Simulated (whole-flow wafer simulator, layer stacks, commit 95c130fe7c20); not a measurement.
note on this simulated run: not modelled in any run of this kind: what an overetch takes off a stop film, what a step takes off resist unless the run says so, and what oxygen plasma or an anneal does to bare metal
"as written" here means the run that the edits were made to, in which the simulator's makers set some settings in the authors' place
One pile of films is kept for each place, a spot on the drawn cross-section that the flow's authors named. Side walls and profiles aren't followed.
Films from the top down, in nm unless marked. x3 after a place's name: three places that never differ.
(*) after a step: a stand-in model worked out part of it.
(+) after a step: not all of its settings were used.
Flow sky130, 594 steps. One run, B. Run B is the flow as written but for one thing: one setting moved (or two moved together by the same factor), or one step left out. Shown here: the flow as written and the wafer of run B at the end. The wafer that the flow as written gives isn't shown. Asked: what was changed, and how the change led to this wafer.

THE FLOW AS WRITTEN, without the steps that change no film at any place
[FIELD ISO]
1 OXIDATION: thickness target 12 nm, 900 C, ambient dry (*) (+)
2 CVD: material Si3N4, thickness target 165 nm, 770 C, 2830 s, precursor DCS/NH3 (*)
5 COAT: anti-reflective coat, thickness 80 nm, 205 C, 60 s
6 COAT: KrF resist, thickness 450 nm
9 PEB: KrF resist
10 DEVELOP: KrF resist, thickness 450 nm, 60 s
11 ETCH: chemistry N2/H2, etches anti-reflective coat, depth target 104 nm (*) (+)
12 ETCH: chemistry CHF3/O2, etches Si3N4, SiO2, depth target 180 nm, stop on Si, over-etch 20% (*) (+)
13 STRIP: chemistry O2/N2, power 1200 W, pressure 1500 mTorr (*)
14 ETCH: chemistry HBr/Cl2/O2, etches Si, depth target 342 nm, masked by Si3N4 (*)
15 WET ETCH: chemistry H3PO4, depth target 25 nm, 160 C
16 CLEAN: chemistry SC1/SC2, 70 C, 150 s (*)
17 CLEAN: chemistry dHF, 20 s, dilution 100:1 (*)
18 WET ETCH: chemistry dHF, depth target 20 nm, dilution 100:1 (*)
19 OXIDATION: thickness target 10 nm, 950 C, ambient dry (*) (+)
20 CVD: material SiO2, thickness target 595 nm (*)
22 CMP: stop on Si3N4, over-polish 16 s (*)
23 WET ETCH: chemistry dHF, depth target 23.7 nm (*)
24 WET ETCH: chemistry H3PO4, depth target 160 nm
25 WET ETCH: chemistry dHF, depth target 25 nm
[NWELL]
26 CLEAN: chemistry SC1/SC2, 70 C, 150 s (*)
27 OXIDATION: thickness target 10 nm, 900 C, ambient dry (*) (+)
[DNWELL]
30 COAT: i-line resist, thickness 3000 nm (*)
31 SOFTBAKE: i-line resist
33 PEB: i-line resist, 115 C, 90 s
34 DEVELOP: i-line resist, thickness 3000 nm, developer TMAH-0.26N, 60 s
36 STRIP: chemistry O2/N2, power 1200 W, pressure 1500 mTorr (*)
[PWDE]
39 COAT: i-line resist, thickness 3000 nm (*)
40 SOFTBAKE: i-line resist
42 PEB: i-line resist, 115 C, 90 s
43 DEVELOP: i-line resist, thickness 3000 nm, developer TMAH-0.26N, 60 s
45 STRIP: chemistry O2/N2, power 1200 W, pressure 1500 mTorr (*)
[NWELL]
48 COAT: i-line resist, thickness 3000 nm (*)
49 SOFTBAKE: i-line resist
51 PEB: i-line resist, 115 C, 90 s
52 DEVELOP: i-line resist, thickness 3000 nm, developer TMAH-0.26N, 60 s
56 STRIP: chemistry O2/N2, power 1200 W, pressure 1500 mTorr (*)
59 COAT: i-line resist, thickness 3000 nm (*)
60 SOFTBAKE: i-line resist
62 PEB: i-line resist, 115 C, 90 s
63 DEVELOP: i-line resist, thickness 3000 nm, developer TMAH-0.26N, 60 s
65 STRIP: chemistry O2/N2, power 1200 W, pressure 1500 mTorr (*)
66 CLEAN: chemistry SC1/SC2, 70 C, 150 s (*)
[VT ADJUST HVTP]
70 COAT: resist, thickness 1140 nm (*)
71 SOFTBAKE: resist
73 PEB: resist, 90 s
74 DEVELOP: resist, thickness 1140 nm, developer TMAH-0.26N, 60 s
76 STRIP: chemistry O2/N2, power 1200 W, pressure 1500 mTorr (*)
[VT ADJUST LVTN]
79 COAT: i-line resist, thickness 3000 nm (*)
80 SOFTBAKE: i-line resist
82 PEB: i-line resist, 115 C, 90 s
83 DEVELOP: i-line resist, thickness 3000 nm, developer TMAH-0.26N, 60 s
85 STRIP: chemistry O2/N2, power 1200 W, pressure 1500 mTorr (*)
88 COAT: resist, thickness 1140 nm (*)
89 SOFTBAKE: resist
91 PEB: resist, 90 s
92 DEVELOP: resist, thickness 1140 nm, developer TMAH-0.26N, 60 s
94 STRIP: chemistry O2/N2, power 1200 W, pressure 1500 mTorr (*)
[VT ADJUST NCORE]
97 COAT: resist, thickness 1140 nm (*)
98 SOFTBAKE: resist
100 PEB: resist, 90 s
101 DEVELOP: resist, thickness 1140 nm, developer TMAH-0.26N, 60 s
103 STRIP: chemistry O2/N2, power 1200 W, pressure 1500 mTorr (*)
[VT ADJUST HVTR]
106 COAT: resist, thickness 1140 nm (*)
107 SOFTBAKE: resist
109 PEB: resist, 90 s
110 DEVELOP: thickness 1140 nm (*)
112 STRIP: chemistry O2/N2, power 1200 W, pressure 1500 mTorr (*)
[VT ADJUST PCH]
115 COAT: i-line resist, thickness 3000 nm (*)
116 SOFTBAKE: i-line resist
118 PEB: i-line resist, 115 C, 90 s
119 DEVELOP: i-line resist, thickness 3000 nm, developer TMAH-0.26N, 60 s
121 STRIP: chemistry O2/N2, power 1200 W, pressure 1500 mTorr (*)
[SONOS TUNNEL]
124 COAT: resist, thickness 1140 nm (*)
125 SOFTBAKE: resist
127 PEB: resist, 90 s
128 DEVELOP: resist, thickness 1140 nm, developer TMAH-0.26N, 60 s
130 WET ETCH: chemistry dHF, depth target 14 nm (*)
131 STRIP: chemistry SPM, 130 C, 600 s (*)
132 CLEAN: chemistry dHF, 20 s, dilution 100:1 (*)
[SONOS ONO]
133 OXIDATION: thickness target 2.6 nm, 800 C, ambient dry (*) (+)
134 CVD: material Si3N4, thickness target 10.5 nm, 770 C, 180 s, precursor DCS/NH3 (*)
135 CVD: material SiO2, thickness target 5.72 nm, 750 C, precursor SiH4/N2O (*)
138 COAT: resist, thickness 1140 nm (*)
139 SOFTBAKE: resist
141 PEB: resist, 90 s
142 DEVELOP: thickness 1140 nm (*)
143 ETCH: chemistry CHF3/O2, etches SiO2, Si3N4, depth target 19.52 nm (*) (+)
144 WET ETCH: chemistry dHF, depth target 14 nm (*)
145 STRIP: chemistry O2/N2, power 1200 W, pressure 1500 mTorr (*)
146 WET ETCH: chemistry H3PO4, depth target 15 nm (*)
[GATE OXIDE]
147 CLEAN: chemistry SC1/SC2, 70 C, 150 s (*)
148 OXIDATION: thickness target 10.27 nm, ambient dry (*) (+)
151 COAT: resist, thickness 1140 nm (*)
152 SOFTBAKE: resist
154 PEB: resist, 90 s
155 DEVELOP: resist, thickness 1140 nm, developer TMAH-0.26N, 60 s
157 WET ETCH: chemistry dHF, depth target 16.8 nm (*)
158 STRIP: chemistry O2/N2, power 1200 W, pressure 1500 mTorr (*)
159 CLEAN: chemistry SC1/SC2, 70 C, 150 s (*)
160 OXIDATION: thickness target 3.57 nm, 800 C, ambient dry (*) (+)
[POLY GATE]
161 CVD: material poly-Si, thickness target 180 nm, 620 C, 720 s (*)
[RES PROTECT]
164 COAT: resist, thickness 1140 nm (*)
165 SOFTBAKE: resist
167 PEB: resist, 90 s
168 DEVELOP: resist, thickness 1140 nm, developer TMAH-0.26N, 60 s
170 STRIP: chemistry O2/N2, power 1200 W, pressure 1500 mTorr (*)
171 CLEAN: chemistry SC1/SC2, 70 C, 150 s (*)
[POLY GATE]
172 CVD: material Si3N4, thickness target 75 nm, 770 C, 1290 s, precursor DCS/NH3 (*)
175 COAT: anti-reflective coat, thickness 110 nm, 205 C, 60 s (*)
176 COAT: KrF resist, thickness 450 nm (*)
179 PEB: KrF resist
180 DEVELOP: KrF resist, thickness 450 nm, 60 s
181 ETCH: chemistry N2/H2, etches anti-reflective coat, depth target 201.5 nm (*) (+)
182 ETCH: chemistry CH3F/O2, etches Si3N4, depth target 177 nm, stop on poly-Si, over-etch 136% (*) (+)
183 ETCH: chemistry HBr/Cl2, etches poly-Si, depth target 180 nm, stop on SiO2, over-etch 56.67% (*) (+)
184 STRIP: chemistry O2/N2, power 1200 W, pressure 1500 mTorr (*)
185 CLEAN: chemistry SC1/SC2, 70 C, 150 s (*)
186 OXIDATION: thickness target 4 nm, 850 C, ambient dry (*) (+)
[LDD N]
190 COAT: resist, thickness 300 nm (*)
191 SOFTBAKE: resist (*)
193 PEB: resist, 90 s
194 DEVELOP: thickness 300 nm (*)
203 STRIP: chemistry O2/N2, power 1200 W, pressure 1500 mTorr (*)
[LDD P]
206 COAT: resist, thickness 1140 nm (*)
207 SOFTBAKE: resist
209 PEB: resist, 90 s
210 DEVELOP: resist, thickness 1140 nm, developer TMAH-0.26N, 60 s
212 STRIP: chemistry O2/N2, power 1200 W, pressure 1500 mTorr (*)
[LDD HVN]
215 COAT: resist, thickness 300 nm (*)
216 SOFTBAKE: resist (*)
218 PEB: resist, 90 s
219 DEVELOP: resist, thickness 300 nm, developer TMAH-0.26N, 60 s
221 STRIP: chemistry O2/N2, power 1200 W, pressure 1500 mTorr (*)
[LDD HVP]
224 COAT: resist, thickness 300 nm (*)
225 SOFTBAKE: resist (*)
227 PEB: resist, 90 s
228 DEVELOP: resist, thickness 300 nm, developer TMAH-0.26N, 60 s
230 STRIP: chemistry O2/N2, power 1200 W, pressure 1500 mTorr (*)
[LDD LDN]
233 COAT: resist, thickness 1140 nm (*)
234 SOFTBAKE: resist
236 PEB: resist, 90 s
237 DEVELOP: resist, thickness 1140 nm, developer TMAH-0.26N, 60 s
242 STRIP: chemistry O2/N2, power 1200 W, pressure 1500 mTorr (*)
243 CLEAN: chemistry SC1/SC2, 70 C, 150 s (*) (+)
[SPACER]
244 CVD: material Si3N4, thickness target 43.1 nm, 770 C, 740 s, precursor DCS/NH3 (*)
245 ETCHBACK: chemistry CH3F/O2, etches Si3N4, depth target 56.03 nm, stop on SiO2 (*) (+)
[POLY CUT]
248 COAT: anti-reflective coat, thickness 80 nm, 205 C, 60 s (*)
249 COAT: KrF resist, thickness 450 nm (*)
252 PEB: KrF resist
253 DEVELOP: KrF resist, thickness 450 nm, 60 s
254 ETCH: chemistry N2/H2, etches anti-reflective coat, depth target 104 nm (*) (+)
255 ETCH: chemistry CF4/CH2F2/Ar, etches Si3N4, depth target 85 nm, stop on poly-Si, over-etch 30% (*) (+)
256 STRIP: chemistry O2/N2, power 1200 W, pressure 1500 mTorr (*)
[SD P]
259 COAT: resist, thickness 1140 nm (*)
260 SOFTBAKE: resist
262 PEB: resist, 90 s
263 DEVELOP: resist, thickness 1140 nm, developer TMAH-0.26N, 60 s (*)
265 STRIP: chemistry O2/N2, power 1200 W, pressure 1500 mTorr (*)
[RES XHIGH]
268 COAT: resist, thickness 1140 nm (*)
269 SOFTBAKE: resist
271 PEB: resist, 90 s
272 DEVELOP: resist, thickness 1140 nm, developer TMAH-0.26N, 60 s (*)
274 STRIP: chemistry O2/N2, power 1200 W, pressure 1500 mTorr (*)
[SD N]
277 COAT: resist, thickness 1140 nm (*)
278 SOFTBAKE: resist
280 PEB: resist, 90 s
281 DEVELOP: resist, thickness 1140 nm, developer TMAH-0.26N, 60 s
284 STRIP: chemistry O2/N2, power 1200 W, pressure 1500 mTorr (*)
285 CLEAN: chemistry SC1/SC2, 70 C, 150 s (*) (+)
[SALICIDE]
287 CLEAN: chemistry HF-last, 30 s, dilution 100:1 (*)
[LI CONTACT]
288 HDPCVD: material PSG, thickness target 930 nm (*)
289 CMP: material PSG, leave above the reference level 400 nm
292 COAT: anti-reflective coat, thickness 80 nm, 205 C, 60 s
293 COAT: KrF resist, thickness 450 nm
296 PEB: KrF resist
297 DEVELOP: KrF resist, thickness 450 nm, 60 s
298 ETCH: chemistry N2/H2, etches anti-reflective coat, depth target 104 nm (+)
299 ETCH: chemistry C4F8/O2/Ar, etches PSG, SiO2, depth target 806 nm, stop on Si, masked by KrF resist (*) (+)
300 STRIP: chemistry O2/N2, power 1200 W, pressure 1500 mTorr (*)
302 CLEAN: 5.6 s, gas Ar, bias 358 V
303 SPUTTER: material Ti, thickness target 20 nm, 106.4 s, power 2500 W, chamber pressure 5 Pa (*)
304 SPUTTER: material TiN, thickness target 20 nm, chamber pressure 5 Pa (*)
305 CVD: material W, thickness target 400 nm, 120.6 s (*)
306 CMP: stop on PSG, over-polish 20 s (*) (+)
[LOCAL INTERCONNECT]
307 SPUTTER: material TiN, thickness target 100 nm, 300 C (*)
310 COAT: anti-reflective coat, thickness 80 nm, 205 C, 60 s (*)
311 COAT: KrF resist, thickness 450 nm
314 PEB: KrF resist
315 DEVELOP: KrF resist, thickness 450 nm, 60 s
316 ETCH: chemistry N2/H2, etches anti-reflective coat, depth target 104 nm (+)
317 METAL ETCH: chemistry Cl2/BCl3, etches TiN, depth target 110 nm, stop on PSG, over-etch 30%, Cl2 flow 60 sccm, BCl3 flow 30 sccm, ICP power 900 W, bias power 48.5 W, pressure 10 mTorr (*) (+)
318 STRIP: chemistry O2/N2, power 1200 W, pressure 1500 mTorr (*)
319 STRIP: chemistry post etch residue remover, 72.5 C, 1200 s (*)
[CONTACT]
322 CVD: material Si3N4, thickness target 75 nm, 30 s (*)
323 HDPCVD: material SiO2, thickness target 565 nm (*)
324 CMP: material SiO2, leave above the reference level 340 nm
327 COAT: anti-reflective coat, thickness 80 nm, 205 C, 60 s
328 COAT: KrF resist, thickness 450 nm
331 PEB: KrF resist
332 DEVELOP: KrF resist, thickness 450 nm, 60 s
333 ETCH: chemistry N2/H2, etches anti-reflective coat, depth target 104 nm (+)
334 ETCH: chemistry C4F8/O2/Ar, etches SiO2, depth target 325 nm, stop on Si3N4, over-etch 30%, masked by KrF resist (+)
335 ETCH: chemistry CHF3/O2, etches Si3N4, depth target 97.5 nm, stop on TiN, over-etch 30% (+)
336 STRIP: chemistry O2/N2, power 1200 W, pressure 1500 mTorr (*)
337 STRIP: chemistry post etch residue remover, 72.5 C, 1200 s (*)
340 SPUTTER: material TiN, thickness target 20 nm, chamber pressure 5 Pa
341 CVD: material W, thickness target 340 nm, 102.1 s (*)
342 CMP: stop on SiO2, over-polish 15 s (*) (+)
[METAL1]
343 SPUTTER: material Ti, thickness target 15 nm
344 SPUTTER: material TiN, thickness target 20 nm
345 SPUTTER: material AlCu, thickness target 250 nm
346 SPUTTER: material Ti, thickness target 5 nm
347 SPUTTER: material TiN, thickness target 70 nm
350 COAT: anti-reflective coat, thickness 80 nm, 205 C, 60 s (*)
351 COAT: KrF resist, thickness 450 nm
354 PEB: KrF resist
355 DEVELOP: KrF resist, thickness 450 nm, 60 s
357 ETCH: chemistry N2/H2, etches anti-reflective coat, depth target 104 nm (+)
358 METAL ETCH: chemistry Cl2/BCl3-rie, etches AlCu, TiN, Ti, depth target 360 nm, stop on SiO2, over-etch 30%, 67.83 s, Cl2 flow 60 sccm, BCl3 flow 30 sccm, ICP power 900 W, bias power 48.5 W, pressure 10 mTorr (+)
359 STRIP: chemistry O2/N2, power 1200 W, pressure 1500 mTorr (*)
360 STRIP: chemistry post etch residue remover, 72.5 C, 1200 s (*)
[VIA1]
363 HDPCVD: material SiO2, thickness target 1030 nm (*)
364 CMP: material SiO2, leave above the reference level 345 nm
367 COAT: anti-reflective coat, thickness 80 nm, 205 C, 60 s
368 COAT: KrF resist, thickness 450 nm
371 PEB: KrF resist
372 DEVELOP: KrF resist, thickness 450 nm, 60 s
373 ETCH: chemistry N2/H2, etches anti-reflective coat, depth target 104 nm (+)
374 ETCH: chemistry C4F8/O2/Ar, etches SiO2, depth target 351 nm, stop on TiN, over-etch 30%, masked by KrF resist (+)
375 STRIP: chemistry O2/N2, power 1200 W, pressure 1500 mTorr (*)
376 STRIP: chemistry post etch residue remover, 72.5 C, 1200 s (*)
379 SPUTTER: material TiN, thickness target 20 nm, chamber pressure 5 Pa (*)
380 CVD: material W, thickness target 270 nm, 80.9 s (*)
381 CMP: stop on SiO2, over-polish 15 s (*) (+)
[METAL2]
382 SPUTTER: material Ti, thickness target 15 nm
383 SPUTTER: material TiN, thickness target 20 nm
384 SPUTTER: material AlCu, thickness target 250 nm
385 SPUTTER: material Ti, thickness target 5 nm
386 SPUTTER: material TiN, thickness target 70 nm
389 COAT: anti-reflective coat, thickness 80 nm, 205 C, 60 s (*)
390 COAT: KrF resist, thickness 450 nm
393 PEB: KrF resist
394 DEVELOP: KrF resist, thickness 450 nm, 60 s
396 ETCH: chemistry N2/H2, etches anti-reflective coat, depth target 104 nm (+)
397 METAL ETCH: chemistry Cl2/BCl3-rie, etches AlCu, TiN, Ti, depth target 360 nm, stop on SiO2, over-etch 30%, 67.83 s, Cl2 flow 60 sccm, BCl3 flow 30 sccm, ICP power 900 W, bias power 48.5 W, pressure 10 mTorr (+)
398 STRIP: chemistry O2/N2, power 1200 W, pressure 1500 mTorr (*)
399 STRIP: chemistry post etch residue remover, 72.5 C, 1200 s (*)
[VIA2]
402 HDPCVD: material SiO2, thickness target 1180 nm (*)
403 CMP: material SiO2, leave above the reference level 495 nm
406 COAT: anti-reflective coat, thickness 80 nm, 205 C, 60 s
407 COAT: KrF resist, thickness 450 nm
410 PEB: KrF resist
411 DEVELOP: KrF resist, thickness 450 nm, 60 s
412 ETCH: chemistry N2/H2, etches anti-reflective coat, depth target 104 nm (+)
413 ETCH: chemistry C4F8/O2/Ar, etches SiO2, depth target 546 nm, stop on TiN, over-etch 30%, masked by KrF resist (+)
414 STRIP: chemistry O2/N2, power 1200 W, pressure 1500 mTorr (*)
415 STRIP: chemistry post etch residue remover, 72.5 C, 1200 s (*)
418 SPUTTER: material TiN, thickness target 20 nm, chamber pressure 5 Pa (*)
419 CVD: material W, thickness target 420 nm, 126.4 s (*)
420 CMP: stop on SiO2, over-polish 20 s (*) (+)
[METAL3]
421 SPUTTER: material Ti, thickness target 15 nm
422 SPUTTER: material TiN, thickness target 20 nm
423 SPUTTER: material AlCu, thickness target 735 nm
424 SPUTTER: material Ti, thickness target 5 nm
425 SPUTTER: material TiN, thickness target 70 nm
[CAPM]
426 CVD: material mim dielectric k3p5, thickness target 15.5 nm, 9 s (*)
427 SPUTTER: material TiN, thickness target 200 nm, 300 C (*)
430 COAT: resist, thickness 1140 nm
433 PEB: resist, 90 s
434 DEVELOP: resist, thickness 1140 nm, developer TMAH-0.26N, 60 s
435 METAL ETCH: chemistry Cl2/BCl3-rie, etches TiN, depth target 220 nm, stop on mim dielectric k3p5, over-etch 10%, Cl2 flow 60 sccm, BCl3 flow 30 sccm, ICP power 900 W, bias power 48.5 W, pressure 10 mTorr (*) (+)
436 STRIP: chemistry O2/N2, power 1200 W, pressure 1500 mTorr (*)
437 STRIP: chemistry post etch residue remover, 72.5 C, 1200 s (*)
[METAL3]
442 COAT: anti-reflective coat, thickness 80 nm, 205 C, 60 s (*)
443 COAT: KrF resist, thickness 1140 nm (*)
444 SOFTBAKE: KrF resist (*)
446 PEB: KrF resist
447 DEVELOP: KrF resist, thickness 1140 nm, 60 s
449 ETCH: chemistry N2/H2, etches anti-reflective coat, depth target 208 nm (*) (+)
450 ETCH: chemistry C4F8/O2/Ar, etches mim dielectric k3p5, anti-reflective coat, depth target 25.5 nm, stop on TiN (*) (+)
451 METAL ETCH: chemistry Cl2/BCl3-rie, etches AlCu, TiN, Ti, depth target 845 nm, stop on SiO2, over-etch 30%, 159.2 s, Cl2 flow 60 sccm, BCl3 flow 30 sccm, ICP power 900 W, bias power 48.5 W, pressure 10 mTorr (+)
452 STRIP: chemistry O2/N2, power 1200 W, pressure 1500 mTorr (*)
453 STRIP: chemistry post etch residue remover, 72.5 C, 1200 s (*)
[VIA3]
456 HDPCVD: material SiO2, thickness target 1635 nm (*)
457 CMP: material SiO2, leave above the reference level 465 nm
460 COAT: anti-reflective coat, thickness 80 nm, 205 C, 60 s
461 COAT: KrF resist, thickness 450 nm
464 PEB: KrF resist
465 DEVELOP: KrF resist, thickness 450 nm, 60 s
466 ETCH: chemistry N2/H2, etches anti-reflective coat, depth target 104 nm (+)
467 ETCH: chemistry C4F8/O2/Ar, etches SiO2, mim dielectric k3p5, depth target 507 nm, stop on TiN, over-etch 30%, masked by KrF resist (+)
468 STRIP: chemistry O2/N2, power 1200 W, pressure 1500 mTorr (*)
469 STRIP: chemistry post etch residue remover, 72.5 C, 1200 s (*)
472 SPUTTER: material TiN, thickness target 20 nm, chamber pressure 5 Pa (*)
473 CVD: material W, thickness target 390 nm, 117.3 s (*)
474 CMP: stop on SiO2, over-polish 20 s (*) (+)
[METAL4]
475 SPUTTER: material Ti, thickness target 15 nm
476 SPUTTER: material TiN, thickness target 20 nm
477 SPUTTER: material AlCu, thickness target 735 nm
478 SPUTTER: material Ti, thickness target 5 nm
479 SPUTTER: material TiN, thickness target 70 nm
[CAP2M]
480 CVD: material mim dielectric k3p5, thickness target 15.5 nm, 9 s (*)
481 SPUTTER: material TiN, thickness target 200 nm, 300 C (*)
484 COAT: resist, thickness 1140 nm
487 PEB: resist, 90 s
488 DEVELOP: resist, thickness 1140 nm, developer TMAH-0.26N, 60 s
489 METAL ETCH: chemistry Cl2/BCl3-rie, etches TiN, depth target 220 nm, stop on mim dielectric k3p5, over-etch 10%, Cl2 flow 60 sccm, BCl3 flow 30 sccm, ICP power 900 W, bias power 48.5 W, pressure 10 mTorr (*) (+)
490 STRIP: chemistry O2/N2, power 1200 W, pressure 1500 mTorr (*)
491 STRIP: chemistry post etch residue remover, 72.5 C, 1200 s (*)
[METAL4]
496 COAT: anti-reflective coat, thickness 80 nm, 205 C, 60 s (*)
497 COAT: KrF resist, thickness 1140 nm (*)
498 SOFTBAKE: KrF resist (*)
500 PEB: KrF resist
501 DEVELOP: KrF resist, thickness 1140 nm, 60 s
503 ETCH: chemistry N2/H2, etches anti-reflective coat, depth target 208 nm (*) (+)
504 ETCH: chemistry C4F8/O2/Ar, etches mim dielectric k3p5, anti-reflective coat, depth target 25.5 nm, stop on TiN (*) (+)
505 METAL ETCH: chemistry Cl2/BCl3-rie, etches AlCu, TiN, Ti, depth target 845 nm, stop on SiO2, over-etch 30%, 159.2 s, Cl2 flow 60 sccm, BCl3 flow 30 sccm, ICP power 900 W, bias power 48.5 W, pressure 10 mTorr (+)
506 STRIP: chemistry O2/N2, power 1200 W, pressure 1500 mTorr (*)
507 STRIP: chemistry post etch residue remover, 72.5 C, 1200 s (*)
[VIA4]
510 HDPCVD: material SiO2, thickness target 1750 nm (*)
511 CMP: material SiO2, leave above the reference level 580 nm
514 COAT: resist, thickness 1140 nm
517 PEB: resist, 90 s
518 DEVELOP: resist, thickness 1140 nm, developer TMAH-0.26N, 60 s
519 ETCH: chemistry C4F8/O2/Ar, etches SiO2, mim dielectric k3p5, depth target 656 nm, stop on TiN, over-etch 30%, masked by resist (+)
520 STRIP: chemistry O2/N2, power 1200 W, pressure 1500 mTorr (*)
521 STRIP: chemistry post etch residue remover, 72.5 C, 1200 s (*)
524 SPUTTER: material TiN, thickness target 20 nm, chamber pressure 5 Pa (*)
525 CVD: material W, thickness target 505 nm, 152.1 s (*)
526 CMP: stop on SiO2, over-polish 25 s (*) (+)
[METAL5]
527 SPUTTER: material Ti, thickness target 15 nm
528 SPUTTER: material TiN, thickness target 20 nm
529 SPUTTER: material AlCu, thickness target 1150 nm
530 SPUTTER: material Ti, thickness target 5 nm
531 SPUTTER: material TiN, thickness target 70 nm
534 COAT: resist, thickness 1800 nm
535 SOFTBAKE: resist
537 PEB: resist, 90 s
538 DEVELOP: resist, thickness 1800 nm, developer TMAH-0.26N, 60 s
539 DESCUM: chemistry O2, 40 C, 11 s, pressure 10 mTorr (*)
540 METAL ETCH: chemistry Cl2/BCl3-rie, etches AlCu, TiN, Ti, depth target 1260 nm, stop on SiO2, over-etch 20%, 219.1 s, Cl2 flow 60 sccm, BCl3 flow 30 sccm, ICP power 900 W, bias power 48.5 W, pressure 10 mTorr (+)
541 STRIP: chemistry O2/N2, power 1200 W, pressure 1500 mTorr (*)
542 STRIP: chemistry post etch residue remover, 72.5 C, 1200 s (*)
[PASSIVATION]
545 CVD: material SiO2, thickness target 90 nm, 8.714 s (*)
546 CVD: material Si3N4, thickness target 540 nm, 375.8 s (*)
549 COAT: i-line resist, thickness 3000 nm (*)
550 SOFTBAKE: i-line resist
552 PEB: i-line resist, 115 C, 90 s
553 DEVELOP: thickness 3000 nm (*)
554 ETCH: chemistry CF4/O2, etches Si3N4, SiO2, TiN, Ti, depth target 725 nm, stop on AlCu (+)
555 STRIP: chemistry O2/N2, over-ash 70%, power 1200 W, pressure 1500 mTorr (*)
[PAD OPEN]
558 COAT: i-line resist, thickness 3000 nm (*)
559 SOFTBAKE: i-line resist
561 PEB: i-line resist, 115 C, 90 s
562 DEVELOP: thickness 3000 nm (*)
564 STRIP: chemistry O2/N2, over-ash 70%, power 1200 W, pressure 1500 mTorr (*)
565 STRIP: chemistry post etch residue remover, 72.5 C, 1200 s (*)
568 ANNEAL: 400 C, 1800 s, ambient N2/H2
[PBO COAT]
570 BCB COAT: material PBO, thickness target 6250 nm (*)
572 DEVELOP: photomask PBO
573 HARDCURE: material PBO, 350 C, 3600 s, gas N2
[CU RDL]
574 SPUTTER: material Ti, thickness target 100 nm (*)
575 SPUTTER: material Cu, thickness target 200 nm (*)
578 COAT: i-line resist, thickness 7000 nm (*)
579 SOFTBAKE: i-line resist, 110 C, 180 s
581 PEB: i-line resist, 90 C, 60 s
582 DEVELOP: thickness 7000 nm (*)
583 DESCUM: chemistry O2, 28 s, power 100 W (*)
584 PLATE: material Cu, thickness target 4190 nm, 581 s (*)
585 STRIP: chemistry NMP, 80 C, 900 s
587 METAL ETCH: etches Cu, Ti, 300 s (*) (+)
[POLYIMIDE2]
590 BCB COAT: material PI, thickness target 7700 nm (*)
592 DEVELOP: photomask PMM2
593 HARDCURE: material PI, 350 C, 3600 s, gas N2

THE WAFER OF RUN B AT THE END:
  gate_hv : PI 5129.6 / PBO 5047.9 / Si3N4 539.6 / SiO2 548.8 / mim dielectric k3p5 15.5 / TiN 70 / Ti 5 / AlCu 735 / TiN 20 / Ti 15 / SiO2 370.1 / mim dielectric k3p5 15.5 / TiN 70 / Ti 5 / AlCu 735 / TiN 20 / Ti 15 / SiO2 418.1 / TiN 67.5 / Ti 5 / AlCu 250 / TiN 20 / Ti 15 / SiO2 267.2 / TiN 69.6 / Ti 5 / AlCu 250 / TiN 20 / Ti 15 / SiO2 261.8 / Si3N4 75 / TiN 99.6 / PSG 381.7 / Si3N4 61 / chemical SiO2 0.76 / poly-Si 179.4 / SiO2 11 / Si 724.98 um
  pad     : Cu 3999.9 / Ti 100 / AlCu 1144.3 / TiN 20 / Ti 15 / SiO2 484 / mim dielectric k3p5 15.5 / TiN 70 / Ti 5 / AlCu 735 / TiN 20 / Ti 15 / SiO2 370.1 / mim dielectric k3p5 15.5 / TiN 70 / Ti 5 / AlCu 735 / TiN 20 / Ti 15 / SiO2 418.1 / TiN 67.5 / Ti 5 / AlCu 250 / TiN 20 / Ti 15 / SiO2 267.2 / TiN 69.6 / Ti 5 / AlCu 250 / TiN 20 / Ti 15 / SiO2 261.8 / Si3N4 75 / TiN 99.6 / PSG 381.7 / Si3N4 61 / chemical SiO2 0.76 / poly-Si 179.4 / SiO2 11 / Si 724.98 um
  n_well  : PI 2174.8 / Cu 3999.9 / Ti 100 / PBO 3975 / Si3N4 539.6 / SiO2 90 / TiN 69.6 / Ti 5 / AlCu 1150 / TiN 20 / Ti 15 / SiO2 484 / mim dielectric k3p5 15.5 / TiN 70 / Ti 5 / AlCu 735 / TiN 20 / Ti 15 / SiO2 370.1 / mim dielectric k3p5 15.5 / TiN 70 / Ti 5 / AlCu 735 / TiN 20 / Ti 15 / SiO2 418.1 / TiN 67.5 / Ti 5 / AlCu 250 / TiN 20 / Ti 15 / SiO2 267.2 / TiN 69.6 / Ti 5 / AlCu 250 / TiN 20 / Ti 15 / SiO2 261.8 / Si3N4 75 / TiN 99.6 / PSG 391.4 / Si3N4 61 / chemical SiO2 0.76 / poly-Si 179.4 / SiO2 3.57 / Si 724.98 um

The cause: step 386, SPUTTER: thickness target 67.9 nm was run, where the flow has thickness target 70 nm.

How the change led to this, step by step:
  386 SPUTTER: material TiN, thickness target 70 nm
      field, active, n_well and 188 more: TiN +67.9 (new film) (as written it would be: TiN +70 (new film))
  397 METAL ETCH: chemistry Cl2/BCl3-rie, etches AlCu, TiN, Ti, depth target 360 nm, stop on SiO2, over-etch 30%, 67.83 s, Cl2 flow 60 sccm, BCl3 flow 30 sccm, ICP power 900 W, bias power 48.5 W, pressure 10 mTorr (+)
      field, active, gate and 82 more: TiN -66.6 (all of it), Ti -5 (all of it), AlCu -250 (all of it), TiN -20 (all of it), Ti -15 (all of it), SiO2 -11.1 (as written it would be: TiN -68.7 (all of it), Ti -5 (all of it), AlCu -250 (all of it), TiN -20 (all of it), Ti -15 (all of it), SiO2 -10.9)
